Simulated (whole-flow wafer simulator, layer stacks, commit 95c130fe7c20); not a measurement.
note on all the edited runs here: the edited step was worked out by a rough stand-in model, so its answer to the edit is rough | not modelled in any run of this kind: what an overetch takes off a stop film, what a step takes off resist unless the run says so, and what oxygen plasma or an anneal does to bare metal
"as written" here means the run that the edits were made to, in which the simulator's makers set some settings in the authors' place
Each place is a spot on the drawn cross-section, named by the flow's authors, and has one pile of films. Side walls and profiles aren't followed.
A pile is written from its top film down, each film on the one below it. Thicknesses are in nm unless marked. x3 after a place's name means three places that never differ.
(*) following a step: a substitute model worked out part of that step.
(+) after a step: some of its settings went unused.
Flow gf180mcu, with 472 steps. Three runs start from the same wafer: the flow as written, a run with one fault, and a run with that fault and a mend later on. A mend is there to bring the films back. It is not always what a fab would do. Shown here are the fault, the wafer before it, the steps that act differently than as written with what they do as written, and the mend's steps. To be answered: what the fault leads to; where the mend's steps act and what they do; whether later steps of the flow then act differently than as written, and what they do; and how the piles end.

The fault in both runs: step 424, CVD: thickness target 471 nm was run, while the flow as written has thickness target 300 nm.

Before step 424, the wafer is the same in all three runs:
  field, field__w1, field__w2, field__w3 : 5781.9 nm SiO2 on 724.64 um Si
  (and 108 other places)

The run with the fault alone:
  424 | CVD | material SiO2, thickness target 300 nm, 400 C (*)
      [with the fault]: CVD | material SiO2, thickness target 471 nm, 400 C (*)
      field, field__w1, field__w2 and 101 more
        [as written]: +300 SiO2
        [with the fault]: +471 SiO2
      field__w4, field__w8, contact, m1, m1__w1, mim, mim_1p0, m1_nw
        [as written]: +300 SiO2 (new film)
        [with the fault]: +471 SiO2 (new film)
  Steps further on in the flow that do not act as written (not shown: 1 more step that differs only slightly, by at most 2% or 0.5 nm, whichever is larger):
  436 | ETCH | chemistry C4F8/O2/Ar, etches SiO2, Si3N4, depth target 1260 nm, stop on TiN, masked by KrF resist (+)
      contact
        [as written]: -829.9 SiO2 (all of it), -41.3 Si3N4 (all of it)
        [with the fault]: -1000.9 SiO2 (all of it), -41.3 Si3N4 (all of it)
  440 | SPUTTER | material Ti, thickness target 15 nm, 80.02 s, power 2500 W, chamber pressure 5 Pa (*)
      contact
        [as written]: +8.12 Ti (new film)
        [with the fault]: +7.37 Ti (new film)
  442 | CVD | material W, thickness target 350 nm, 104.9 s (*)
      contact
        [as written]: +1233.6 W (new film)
        [with the fault]: +1405.8 W (new film)
  The piles end different from the flow's at field, field__w1, field__w2 and 109 more by more than 2% or 0.5 nm, whichever is larger.
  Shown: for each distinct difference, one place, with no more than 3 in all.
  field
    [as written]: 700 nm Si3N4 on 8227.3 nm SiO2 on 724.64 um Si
    [with the fault]: 700 nm Si3N4 on 8398.3 nm SiO2 on 724.64 um Si
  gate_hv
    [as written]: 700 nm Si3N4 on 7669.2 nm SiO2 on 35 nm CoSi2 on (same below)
    [with the fault]: 700 nm Si3N4 on 7840.2 nm SiO2 on 35 nm CoSi2 on (same below)
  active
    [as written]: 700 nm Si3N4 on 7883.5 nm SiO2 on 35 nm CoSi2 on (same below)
    [with the fault]: 700 nm Si3N4 on 8054.5 nm SiO2 on 35 nm CoSi2 on (same below)

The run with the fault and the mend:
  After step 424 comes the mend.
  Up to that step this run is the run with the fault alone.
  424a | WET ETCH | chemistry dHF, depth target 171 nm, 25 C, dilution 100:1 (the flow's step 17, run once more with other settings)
      field, field__w1, field__w2 and 109 more
        -171 SiO2
  Every later step of the flow that is run acts as written at every place that is followed.
  By the end, the piles equal the flow's at every place that both follow.
